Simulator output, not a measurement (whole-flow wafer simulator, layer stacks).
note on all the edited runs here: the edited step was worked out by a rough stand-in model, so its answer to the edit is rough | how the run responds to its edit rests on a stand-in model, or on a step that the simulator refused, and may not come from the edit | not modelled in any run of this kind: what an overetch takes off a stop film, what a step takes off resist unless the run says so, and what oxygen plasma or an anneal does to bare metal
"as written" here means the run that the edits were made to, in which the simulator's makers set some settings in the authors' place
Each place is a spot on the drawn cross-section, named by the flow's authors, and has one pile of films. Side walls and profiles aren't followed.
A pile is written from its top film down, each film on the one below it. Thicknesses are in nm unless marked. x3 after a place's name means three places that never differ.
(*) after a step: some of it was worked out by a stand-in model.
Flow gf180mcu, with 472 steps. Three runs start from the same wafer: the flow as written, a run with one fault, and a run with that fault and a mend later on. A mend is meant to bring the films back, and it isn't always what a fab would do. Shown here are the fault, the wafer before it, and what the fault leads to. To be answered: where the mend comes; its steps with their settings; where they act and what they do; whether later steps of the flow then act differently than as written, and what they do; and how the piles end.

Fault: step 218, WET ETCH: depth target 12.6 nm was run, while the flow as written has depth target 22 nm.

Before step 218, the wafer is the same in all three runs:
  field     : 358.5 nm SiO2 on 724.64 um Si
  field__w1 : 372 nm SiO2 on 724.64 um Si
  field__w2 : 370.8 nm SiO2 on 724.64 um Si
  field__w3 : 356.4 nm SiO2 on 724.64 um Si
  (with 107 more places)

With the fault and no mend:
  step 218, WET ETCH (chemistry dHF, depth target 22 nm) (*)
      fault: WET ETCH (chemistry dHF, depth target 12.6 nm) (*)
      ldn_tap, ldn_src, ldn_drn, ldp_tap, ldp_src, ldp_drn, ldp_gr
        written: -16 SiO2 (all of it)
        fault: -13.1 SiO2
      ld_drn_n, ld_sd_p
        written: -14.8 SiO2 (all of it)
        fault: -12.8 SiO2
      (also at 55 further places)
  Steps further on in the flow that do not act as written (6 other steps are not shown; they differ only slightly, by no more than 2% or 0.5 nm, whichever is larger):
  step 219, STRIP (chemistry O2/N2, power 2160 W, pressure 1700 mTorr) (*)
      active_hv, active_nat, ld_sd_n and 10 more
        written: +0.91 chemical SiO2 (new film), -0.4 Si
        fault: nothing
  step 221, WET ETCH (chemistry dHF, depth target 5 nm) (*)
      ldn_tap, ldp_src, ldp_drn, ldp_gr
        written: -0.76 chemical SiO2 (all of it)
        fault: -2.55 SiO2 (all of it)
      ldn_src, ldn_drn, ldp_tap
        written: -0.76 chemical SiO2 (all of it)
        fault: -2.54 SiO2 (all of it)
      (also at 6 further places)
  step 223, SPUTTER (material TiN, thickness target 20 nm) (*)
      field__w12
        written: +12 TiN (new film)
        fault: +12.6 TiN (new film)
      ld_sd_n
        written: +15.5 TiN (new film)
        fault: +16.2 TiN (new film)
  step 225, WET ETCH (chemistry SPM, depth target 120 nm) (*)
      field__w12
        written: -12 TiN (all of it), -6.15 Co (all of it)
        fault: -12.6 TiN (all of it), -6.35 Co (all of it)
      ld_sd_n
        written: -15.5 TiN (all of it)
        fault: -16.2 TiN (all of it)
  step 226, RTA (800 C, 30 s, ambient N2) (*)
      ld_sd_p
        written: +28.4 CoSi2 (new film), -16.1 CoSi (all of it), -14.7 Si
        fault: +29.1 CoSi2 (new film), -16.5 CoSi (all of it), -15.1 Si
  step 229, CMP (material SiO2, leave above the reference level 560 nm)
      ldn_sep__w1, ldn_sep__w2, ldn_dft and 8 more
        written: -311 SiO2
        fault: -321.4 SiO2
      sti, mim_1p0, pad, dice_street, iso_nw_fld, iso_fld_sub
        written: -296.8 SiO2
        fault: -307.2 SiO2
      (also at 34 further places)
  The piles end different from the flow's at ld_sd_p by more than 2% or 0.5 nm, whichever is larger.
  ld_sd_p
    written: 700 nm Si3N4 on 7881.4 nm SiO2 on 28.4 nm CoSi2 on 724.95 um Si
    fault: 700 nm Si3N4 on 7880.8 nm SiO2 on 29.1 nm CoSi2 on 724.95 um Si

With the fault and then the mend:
  The mend follows step 218.
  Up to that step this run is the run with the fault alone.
  step 218a, WET ETCH (chemistry dHF, depth target 9.4 nm) (*) (the flow's step 218, run once more with other settings)
      field, field__w1, field__w2 and 47 more
        -9.4 SiO2
      ldn_tap, ldp_src, ldp_drn, ldp_gr
        -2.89 SiO2 (all of it)
      ldn_src, ldn_drn, ldp_tap
        -2.88 SiO2 (all of it)
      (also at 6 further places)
  Later steps of the flow that are run all act as written at every place that is followed, up to a difference of at most 2% or 0.5 nm, whichever is larger.
  At the end the piles are close to the flow's at the places that both follow, differing by at most 2% or 0.5 nm, whichever is larger.
